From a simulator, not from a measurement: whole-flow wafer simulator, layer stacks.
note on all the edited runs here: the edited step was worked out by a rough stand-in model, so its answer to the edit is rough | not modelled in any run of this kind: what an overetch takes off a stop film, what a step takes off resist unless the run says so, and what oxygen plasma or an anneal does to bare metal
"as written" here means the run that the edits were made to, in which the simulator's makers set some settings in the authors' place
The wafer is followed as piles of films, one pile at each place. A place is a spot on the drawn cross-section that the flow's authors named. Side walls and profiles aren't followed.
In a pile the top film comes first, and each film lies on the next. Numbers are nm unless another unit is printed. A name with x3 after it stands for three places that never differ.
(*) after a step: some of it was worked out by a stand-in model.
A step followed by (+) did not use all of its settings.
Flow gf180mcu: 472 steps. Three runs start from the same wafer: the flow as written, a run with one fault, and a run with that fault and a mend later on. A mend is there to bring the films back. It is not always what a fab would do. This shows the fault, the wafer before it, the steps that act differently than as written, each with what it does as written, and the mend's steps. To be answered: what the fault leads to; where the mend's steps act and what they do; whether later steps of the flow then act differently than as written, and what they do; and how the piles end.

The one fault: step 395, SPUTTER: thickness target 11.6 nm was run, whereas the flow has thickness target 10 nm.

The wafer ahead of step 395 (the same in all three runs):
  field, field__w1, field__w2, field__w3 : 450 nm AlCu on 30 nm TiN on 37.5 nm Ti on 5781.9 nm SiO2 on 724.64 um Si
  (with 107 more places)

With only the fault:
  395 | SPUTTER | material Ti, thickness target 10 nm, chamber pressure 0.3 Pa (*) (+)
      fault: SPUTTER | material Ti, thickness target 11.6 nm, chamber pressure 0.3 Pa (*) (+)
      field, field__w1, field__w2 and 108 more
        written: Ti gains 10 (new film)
        fault: Ti gains 11.6 (new film)
  Steps later in the flow that act otherwise than as written (1 other step is not shown; it differs only slightly, by no more than 2% or 0.5 nm, whichever is larger):
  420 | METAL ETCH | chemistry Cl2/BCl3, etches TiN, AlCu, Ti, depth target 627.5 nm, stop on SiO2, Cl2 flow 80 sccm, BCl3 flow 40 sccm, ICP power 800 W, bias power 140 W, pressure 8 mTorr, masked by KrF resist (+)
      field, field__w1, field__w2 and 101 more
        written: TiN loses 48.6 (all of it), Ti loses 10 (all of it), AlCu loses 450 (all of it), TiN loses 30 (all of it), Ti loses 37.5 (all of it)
        fault: TiN loses 48.6 (all of it), Ti loses 11.6 (all of it), AlCu loses 450 (all of it), TiN loses 30 (all of it), Ti loses 37.5 (all of it)
  By the end, the piles at field__w4, field__w8, contact, m1, m1__w1, mim, mim_1p0, m1_nw depart from the flow's by more than 2% or 0.5 nm, whichever is larger.
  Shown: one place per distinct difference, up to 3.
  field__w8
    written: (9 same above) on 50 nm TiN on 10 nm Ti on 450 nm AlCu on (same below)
    fault: (9 same above) on 50 nm TiN on 11.6 nm Ti on 450 nm AlCu on (same below)
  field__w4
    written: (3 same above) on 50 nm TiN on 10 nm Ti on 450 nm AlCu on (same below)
    fault: (3 same above) on 50 nm TiN on 11.6 nm Ti on 450 nm AlCu on (same below)
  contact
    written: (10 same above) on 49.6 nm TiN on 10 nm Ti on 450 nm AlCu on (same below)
    fault: (10 same above) on 49.6 nm TiN on 11.6 nm Ti on 450 nm AlCu on (same below)

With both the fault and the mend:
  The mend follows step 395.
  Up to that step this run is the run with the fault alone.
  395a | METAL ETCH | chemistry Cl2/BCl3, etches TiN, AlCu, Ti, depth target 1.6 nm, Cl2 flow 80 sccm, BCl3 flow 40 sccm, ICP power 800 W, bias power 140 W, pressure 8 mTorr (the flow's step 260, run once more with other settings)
      field, field__w1, field__w2 and 108 more
        Ti loses 1.6
  None of the later steps of the flow acts differently than as written at any place that is followed.
  By the end, the piles equal the flow's at every place that both follow.
